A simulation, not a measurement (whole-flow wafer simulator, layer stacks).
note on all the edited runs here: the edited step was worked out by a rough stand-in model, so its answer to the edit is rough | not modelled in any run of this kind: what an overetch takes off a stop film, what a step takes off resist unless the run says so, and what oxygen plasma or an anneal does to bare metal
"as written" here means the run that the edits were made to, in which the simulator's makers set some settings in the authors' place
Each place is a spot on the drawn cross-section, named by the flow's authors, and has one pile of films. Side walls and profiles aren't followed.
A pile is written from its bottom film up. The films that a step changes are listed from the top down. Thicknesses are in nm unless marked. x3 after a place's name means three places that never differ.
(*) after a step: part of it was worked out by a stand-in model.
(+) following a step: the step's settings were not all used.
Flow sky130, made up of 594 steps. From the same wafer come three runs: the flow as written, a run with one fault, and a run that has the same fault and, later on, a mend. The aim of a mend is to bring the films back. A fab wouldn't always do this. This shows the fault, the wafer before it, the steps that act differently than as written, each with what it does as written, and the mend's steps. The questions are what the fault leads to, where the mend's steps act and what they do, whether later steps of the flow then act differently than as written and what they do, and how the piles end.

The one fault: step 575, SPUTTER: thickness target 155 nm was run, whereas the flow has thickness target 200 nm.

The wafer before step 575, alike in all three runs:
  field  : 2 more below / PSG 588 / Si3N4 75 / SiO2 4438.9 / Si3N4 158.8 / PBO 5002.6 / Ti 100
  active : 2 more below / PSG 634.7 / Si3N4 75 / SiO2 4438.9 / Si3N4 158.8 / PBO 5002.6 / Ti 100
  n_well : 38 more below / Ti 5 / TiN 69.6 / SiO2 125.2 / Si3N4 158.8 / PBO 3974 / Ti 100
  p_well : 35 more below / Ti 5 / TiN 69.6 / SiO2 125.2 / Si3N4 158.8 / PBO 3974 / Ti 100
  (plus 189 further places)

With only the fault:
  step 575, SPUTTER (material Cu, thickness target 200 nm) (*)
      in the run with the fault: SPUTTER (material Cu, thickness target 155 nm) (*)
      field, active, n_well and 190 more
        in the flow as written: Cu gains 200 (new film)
        in the run with the fault: Cu gains 155 (new film)
  Steps further on in the flow that do not act as written (7 more steps, not shown, differ only slightly: by at most 2% or 0.5 nm, whichever is larger):
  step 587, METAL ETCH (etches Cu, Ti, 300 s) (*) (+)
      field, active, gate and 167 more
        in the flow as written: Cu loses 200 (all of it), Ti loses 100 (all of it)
        in the run with the fault: Cu loses 155 (all of it), Ti loses 100 (all of it)
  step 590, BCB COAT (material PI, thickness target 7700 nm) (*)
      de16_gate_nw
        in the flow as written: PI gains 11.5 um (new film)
        in the run with the fault: PI gains 11.46 um (new film)
  By the end, the piles at mim, sd_hvn, dext_nw_sti and 11 more depart from the flow's by more than 2% or 0.5 nm, whichever is larger.
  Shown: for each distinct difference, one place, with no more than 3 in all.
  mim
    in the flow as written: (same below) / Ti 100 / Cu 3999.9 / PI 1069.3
    in the run with the fault: (same below) / Ti 100 / Cu 3954.9 / PI 1111.4
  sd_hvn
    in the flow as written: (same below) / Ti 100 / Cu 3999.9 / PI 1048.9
    in the run with the fault: (same below) / Ti 100 / Cu 3954.9 / PI 1092.3
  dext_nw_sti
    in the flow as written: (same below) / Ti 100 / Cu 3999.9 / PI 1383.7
    in the run with the fault: (same below) / Ti 100 / Cu 3954.9 / PI 1424.1

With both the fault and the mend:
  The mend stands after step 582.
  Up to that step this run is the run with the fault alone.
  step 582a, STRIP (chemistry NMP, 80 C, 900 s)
      wcut_nhv, wcut_phv, wcut_fox_pw and 23 more
        i-line resist loses 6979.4 (all of it)
      gate_len, gate_lvt_sd_len, gate_p_sd_len, gate_p_hvt_sd_len, gate_p_lvt_sd_len, gate_len_250
        i-line resist loses 6982 (all of it)
      mim_edge_plate_strap, mim_edge_plate, mim_edge_gap, mim_edge_gap_sheet, vpp_l1ln
        i-line resist loses 6980.8 (all of it)
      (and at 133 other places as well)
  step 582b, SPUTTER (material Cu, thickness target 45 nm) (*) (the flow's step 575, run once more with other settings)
      field, active, n_well and 190 more
        Cu gains 45
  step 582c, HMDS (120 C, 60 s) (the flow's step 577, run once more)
      leaves every film unchanged at each place that is followed
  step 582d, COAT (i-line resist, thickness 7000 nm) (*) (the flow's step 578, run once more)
      dice_street, wcut_nhv, wcut_phv and 18 more
        i-line resist gains 7000 (new film)
      poly_ln, iso_pw_fox, gate_lvt_sd, active_lvt, spacer_lvt, sonos_sd, sonos_cell_x, sonos_guard_x
        i-line resist gains 7003.2 (new film)
      vpp_iso2, mim_edge_plate_strap, mim_edge_plate, mim_edge_gap, mim_edge_gap_sheet, gate_hv_nvt, de16_nw_sti
        i-line resist gains 7001.4 (new film)
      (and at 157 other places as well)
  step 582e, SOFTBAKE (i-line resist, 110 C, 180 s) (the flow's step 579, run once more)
      de16_gate_pw, de16_pw_fp, de16_pw_sti, de16_psrc_nw
        i-line resist loses 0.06
      field, active_lvt
        i-line resist gains 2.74
      mim, vcap_hvt
        i-line resist loses 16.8
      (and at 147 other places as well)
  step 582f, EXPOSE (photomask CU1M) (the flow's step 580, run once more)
      leaves every film unchanged at each place that is followed
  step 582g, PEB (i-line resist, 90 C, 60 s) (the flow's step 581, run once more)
      field, active, n_well and 134 more
        i-line resist loses 0.07
      pad
        i-line resist loses 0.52
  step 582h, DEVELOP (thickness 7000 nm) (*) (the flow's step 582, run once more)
      field, active, gate and 167 more
        i-line resist loses 20.6
      n_well, p_well, sd_n, sd_p
        i-line resist loses 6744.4 (all of it)
      dep_nw_sti, dep_ntap_nw, de16_nw_sti
        i-line resist loses 7000.7 (all of it)
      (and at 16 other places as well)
  Every later step of the flow that is run acts as written at every place that is followed.
  At every place that both follow, the piles at the end match the flow's.
